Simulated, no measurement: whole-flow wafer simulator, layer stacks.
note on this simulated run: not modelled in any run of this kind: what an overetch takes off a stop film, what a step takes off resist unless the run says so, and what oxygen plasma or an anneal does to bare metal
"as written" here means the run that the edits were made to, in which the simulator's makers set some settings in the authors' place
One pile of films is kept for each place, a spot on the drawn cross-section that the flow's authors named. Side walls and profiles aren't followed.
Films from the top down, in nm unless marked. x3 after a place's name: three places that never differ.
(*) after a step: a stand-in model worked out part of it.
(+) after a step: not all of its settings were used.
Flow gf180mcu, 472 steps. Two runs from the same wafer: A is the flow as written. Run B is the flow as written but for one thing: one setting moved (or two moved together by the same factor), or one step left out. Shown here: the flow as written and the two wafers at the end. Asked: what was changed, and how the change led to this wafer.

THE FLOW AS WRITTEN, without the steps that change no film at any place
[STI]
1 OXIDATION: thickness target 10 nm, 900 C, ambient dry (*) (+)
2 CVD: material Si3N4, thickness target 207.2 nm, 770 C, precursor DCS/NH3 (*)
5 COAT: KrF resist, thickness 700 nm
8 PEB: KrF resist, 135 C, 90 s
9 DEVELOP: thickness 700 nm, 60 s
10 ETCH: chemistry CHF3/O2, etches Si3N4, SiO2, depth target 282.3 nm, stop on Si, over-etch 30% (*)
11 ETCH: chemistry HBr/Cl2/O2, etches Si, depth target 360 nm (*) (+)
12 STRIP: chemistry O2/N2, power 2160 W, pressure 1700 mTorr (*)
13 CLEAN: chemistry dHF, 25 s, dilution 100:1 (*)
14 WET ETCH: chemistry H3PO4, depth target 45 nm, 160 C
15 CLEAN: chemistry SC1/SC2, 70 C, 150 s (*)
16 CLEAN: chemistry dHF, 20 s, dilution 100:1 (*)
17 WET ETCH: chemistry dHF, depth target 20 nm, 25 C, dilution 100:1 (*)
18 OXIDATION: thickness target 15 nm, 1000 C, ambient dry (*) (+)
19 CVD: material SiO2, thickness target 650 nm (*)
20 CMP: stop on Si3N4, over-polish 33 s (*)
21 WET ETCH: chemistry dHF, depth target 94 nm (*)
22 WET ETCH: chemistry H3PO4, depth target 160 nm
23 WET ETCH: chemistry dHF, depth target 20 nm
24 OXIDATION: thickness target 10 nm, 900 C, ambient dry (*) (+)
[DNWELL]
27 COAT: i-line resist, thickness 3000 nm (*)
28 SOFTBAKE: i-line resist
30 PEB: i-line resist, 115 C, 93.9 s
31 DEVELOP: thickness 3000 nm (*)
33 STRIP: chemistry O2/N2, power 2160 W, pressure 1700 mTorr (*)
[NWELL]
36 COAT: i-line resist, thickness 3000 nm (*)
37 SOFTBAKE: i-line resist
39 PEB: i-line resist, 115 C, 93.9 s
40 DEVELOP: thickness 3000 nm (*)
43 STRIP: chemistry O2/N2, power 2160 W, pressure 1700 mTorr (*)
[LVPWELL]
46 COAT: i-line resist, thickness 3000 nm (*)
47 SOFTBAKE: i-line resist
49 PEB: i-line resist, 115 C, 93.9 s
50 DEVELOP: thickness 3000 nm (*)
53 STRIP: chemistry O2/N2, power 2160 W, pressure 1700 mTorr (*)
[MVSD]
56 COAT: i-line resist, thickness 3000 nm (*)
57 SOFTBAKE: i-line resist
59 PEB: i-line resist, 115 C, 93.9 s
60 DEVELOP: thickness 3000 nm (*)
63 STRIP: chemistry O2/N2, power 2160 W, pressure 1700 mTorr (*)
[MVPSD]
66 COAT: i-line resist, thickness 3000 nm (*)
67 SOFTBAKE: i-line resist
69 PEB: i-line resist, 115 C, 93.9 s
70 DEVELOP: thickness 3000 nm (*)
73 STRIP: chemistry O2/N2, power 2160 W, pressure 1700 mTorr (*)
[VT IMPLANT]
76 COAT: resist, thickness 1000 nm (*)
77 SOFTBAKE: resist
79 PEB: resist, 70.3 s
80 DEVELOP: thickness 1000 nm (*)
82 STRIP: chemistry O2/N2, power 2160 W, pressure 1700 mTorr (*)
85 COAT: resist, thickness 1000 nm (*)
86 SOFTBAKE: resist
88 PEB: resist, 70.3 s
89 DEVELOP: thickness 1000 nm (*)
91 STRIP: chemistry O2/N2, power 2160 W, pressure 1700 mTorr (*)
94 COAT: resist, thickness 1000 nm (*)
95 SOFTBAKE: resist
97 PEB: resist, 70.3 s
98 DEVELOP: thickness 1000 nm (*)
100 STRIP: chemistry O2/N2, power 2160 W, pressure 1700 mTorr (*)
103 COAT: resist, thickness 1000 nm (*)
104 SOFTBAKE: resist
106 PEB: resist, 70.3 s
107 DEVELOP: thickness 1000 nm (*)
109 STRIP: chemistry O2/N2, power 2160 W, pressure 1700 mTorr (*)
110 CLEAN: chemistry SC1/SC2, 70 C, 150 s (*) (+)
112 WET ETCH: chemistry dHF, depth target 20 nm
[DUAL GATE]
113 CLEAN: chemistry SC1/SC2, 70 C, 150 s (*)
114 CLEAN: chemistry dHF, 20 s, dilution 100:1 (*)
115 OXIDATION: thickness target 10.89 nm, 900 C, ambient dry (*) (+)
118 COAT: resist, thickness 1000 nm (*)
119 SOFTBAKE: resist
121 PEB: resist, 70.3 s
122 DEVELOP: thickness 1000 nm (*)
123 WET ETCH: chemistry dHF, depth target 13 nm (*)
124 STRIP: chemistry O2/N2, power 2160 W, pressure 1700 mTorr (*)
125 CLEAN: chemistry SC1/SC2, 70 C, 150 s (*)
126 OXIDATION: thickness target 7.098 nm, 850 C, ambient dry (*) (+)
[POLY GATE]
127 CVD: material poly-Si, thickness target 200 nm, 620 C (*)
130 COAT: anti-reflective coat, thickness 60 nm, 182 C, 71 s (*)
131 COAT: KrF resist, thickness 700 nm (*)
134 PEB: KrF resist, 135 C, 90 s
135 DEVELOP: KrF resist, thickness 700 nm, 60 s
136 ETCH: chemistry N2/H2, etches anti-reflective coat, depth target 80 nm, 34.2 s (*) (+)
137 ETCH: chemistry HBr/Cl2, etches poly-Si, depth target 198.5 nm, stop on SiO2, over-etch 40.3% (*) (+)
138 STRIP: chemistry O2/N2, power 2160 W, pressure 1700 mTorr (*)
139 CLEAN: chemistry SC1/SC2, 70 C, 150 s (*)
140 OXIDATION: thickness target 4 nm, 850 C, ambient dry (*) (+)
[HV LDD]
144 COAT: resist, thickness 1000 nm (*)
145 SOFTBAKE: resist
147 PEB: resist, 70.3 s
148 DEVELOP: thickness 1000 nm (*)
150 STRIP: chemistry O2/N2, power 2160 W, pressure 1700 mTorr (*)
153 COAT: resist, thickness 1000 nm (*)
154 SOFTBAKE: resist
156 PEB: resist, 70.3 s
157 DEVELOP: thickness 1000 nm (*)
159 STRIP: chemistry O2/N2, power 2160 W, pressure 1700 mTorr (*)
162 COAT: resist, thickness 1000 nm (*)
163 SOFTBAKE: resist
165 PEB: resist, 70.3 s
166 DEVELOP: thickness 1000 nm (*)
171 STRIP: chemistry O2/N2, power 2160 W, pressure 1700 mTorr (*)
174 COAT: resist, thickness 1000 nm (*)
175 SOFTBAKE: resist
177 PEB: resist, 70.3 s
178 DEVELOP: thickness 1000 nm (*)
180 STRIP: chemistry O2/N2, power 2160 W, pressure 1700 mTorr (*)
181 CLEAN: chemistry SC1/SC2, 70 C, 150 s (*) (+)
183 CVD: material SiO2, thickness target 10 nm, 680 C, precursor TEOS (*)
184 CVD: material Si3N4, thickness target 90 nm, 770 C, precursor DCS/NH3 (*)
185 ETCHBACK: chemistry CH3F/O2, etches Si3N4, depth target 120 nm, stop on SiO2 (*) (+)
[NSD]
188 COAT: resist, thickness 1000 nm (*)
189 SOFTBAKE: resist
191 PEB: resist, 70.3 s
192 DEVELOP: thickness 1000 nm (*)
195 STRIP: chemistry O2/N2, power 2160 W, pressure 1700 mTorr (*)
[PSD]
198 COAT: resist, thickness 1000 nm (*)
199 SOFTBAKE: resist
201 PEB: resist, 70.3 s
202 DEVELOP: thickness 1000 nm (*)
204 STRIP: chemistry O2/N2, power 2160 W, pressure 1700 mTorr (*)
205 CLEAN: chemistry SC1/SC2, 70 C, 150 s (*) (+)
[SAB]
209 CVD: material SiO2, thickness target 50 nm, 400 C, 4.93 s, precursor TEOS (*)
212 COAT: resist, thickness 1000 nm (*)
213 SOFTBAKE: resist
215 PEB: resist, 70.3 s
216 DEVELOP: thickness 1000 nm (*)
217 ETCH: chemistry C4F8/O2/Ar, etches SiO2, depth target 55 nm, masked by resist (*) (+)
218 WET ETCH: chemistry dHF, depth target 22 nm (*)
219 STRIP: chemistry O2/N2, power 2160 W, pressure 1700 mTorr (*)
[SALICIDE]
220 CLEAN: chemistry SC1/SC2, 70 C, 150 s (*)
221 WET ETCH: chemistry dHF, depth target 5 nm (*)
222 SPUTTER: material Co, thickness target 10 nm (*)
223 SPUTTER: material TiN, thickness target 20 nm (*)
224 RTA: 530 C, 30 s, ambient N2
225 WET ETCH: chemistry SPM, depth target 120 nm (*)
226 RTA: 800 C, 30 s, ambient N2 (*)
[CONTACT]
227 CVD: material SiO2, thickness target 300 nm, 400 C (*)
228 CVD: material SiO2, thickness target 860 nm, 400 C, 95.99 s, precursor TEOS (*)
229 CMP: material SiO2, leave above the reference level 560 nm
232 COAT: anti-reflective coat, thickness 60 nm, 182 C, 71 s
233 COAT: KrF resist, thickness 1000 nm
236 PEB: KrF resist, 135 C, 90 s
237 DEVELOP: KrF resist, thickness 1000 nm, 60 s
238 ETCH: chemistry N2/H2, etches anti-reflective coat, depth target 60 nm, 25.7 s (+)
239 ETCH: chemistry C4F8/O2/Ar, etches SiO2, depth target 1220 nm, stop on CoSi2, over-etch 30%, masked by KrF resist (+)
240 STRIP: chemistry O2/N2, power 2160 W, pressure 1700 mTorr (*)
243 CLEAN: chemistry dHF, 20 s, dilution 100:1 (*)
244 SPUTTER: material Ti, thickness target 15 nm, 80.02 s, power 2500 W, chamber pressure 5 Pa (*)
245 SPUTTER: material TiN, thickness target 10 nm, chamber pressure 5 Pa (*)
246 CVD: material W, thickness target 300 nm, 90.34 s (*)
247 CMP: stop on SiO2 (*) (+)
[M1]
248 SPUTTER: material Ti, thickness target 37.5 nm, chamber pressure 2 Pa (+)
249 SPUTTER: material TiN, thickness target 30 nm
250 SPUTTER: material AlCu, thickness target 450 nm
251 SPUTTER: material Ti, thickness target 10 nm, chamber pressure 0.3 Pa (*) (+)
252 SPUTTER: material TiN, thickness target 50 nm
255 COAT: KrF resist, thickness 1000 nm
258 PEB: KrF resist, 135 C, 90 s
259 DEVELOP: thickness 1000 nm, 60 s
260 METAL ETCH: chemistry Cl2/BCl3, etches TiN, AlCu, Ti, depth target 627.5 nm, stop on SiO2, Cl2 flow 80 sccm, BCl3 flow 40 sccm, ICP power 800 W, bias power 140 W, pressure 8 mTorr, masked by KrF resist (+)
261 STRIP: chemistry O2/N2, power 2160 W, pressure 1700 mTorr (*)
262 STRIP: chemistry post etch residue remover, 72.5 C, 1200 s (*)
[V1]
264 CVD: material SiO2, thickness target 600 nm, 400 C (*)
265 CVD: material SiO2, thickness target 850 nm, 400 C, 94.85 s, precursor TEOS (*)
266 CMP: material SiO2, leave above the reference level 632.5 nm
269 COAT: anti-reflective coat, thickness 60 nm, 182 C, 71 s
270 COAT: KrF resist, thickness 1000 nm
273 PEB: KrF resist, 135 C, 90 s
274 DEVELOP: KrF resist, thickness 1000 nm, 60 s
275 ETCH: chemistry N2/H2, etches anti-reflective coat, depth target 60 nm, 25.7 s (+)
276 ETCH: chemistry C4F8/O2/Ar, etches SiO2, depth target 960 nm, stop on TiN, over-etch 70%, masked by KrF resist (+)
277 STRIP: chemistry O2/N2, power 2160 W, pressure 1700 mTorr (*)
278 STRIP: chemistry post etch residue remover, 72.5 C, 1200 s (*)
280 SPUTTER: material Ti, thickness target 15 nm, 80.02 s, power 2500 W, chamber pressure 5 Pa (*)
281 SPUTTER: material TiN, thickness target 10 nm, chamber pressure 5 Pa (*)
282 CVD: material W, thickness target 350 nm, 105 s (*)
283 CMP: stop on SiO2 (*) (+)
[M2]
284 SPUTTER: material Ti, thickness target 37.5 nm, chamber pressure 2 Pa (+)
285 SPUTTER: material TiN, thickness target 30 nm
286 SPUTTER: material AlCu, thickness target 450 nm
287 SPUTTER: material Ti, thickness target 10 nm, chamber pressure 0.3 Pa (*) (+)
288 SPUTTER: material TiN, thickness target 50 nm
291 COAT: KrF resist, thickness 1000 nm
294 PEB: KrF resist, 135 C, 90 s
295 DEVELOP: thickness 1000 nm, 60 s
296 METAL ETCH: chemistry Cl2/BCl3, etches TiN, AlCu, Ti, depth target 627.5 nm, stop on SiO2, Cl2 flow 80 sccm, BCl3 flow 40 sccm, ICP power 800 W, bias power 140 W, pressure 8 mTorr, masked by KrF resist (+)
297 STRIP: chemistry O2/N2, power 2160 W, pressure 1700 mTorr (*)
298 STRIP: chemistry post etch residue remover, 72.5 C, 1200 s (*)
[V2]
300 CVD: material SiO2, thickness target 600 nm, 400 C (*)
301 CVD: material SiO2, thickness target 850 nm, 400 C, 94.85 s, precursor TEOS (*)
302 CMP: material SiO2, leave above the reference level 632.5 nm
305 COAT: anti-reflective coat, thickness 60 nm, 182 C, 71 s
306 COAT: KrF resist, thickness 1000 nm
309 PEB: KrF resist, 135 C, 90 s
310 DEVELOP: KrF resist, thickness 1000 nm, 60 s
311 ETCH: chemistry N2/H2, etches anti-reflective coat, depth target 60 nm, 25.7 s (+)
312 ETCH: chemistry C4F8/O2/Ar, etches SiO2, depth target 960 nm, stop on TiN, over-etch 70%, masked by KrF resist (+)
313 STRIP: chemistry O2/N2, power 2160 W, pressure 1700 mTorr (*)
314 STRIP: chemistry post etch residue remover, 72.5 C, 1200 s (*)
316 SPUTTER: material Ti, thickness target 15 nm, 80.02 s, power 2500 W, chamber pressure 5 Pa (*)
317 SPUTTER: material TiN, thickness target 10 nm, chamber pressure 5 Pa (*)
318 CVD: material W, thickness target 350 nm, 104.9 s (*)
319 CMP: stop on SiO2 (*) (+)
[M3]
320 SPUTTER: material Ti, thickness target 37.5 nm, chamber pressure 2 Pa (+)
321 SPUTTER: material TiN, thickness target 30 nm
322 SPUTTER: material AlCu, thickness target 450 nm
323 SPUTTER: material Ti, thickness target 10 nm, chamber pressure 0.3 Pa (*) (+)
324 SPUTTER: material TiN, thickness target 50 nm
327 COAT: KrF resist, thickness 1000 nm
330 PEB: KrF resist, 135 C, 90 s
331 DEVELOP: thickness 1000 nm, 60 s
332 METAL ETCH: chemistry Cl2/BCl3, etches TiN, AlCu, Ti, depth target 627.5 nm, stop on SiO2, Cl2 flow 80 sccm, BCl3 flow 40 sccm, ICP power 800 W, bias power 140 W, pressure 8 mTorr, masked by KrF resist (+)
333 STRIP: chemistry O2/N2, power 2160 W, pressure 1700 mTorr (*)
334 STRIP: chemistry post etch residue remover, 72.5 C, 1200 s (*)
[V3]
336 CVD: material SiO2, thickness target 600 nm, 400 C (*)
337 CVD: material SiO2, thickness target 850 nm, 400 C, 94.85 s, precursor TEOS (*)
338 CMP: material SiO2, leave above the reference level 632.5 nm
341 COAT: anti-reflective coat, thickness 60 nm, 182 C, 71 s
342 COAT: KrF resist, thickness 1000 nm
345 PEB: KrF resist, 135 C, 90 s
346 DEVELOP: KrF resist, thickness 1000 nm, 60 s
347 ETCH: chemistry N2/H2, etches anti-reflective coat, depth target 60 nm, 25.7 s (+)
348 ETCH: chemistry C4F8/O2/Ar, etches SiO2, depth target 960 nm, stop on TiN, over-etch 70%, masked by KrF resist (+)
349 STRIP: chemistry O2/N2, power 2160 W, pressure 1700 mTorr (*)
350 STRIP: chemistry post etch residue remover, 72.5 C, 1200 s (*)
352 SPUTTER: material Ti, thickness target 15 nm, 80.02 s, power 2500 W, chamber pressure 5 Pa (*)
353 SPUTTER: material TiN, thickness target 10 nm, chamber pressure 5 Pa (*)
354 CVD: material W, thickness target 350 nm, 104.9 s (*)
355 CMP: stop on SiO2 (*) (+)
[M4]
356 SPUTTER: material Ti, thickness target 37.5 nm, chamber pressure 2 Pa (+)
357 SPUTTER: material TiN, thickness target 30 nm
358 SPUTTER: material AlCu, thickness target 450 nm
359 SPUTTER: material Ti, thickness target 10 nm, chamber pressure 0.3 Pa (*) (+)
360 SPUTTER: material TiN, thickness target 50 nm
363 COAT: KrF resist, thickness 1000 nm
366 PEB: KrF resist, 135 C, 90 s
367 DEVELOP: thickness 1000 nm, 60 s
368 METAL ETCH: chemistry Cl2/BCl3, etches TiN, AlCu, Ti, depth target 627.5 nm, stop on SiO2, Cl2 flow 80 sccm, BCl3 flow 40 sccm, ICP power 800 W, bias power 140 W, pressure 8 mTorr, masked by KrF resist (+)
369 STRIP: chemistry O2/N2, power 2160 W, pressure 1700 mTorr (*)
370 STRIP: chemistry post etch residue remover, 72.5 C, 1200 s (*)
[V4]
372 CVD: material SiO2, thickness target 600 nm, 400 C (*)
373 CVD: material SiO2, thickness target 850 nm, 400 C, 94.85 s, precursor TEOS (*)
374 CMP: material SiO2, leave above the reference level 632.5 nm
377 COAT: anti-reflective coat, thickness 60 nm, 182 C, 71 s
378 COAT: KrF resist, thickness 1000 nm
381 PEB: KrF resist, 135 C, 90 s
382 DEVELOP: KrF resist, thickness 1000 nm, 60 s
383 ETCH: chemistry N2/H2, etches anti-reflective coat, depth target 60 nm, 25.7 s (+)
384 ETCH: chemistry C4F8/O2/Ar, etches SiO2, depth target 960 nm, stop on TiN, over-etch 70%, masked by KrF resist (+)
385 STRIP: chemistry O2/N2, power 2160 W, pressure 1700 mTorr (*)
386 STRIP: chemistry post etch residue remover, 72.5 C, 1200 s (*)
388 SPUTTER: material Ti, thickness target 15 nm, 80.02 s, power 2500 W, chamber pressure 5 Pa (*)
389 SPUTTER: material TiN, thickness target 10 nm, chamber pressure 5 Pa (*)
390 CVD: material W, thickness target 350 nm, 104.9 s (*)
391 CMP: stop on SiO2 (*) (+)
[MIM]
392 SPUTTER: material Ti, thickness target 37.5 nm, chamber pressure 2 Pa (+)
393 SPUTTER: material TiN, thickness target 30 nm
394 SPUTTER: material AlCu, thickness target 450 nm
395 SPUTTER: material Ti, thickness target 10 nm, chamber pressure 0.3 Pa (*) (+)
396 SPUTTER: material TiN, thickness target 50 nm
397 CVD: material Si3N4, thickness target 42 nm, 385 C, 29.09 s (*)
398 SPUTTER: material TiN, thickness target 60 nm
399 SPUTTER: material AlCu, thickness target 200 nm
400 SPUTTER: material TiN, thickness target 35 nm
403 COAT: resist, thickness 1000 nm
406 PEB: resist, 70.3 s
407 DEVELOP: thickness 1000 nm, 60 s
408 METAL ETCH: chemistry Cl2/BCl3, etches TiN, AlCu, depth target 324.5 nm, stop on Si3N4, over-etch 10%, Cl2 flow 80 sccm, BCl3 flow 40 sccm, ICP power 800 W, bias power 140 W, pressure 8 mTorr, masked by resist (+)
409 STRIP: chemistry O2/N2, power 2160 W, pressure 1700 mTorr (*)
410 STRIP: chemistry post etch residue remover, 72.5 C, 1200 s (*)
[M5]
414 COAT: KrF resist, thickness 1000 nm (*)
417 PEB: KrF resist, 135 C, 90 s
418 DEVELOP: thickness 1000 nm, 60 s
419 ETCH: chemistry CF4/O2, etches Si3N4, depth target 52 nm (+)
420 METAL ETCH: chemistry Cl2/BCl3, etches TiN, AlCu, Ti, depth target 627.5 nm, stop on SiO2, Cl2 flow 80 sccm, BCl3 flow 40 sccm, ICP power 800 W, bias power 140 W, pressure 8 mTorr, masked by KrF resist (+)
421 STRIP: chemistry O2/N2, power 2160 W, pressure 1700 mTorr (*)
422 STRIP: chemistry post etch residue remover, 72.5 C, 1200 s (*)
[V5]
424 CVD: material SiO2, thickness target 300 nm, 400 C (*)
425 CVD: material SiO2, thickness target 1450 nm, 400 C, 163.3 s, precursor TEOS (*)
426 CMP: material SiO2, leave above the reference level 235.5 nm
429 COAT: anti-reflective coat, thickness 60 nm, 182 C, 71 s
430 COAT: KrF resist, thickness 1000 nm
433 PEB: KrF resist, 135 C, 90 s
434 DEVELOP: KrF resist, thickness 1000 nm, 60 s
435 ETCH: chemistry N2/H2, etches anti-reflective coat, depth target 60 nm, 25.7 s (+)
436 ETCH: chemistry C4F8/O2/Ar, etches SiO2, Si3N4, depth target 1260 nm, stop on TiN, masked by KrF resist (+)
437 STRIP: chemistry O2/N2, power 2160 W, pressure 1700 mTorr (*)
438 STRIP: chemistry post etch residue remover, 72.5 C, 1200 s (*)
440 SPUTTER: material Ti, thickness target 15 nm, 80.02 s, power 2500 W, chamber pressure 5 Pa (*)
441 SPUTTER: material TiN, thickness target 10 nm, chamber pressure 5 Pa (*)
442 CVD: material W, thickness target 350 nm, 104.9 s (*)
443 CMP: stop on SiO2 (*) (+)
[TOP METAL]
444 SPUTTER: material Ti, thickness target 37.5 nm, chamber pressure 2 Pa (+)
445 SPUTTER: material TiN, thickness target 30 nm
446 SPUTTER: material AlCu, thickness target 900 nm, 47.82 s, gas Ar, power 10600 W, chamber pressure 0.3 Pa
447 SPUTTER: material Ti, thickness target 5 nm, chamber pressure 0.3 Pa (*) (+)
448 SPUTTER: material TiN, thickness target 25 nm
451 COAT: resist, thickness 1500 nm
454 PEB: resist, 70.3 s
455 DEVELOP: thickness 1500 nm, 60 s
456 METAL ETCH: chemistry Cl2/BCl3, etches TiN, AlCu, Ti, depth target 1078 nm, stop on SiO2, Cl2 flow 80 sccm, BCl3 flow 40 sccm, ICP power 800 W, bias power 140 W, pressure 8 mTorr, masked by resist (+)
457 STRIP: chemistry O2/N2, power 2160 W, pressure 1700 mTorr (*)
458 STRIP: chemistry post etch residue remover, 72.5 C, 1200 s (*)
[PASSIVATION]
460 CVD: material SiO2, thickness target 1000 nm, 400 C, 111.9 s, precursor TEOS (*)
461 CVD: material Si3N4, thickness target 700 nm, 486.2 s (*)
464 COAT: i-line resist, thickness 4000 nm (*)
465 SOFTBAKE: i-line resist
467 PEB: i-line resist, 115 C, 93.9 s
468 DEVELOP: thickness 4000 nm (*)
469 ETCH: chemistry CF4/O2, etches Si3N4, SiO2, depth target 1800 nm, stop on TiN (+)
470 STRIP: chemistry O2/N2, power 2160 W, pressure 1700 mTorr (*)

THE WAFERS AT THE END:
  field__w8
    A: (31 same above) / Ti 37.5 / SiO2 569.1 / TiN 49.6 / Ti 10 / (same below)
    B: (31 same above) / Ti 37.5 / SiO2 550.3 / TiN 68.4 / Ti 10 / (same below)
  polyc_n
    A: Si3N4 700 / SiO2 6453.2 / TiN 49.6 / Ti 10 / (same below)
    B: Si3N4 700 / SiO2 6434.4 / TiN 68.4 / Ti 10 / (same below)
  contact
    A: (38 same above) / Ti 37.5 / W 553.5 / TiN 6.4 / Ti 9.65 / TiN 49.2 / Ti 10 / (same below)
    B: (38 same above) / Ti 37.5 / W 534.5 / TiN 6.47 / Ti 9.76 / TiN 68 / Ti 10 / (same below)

The cause: step 252, SPUTTER: thickness target 68.8 nm was run, where the flow has thickness target 50 nm.

How the change led to this, step by step:
  252 SPUTTER: material TiN, thickness target 50 nm
      field, field__w1, field__w2 and 108 more: A TiN +50 (new film) | B TiN +68.8 (new film)
  260 METAL ETCH: chemistry Cl2/BCl3, etches TiN, AlCu, Ti, depth target 627.5 nm, stop on SiO2, Cl2 flow 80 sccm, BCl3 flow 40 sccm, ICP power 800 W, bias power 140 W, pressure 8 mTorr, masked by KrF resist (+)
      field, field__w1, field__w2 and 99 more: A TiN -50 (all of it), Ti -10 (all of it), AlCu -450 (all of it), TiN -30 (all of it), Ti -37.5 (all of it) | B TiN -68.8 (all of it), Ti -10 (all of it), AlCu -450 (all of it), TiN -30 (all of it), Ti -37.5 (all of it)
  266 CMP: material SiO2, leave above the reference level 632.5 nm
      field__w8, contact, m1 and 6 more: A SiO2 -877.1 | B SiO2 -895.9
  276 ETCH: chemistry C4F8/O2/Ar, etches SiO2, depth target 960 nm, stop on TiN, over-etch 70%, masked by KrF resist (+)
      contact: A SiO2 -572.5 (all of it) | B SiO2 -553.7 (all of it)
  282 CVD: material W, thickness target 350 nm, 105 s (*)
      contact: A W +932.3 (new film) | B W +913.3 (new film)
